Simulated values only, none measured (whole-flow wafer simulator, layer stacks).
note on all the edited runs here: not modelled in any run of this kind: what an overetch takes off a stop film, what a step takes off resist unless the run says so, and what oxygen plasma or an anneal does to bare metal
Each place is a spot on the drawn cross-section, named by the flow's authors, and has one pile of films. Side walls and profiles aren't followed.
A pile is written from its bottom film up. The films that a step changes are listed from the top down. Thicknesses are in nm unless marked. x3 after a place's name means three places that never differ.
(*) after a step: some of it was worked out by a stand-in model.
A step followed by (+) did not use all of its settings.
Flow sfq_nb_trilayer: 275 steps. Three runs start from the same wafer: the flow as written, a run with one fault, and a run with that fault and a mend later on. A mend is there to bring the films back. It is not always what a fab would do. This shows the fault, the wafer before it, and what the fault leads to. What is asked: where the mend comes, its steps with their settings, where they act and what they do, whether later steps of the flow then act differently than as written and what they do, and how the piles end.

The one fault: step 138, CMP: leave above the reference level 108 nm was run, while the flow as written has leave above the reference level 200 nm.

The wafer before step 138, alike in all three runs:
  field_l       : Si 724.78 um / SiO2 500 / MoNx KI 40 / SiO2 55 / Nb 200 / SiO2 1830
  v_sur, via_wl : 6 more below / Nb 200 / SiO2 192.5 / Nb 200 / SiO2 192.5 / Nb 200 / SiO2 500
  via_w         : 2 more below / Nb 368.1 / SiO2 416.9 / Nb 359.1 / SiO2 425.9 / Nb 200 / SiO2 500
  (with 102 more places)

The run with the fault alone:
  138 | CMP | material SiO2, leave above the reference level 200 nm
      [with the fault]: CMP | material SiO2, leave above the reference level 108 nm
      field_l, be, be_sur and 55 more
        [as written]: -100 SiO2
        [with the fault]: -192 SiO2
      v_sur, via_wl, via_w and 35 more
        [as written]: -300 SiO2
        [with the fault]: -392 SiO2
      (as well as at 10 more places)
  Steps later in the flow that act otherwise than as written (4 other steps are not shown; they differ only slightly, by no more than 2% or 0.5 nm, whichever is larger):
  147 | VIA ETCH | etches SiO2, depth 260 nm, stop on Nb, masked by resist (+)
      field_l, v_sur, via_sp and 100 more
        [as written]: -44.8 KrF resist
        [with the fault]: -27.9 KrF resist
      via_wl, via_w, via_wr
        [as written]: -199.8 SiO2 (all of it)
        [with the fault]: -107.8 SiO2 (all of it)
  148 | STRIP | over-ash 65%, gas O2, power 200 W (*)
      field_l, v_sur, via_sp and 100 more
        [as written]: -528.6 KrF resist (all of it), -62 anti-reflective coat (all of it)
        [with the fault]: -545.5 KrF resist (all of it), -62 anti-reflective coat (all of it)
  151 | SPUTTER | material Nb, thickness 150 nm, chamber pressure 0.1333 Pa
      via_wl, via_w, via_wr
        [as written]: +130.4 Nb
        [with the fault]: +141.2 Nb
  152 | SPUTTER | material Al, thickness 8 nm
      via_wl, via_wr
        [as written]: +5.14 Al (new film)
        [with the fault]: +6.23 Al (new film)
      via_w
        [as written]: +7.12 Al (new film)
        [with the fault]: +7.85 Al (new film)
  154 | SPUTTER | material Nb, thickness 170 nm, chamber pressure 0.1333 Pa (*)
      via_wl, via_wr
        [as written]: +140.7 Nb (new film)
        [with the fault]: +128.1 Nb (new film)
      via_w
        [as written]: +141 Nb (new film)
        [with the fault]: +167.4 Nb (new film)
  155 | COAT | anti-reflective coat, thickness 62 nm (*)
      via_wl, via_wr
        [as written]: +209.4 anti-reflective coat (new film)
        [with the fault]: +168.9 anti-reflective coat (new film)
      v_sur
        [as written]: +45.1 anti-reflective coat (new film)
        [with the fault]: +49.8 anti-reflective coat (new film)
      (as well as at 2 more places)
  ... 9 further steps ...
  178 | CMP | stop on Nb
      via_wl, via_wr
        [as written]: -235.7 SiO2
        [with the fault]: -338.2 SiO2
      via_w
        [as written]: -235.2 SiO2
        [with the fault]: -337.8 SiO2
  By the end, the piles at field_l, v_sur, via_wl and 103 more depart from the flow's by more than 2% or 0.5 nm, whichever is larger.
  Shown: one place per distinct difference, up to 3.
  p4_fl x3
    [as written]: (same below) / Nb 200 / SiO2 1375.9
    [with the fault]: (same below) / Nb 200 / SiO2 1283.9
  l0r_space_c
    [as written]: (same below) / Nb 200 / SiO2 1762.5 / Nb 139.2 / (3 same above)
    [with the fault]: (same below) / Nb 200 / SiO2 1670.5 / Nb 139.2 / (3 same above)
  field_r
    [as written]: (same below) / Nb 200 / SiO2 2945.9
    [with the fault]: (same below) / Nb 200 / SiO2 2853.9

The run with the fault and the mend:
  The mend follows step 139.
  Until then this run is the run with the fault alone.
  139a | PECVD | material SiO2, thickness 92 nm, 150 C, 20.44 s, RF power 183.3 W, pressure 2.4 Torr, precursor SiH4/N2O (the flow's step 137 again, with other settings)
      field_l, v_sur, via_wl and 103 more
        +92 SiO2
  Every later step of the flow that is run acts as written, at every place that is followed, to within 2% or 0.5 nm, whichever is larger.
  The piles end the same as the flow's at every place that both follow.
